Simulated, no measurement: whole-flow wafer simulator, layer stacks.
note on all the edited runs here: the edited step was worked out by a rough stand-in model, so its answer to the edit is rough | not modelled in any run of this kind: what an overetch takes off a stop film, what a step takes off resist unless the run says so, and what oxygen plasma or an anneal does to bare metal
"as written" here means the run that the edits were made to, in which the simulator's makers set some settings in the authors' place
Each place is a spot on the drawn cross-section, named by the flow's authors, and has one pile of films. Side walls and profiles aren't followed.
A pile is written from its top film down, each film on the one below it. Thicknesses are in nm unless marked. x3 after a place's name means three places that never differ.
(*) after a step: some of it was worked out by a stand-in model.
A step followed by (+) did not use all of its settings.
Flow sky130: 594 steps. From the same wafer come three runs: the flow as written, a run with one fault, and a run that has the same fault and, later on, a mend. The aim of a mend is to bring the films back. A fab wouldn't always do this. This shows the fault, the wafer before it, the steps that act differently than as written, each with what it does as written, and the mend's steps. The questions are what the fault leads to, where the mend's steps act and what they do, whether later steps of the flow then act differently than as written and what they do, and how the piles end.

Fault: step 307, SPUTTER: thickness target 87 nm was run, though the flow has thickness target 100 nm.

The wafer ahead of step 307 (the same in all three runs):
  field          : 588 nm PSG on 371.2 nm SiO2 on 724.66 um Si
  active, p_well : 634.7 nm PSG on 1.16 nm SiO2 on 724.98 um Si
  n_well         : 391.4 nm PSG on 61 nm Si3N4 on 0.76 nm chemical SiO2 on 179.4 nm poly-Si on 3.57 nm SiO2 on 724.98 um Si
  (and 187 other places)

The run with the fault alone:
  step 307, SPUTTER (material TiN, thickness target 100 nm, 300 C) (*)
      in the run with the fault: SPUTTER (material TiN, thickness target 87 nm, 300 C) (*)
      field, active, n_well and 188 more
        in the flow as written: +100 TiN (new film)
        in the run with the fault: +87 TiN (new film)
  Steps further on in the flow that do not act as written:
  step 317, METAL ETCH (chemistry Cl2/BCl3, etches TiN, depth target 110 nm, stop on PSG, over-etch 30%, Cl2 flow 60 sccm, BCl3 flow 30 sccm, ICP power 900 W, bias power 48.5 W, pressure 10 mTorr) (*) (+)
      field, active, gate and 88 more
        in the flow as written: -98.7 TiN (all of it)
        in the run with the fault: -85.7 TiN (all of it)
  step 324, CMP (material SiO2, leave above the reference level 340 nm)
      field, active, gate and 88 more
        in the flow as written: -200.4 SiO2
        in the run with the fault: -213.4 SiO2
  By the end, the piles at n_well, p_well, gate_hv and 106 more depart from the flow's by more than 2% or 0.5 nm, whichever is larger.
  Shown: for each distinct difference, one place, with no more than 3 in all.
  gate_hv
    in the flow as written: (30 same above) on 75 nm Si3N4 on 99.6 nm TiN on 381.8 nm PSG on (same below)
    in the run with the fault: (30 same above) on 75 nm Si3N4 on 86.6 nm TiN on 381.8 nm PSG on (same below)
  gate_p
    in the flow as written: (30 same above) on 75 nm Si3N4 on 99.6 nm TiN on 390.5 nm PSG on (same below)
    in the run with the fault: (30 same above) on 75 nm Si3N4 on 86.6 nm TiN on 390.5 nm PSG on (same below)
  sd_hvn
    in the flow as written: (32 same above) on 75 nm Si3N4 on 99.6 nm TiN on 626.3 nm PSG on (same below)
    in the run with the fault: (32 same above) on 75 nm Si3N4 on 86.6 nm TiN on 626.3 nm PSG on (same below)

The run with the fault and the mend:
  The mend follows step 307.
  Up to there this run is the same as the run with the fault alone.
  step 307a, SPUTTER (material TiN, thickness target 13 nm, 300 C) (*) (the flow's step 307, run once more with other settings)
      field, active, n_well and 188 more
        +13 TiN
  Every later step of the flow that is run acts as written, at every place that is followed, to within 2% or 0.5 nm, whichever is larger.
  At every place that both follow, the piles at the end match the flow's.
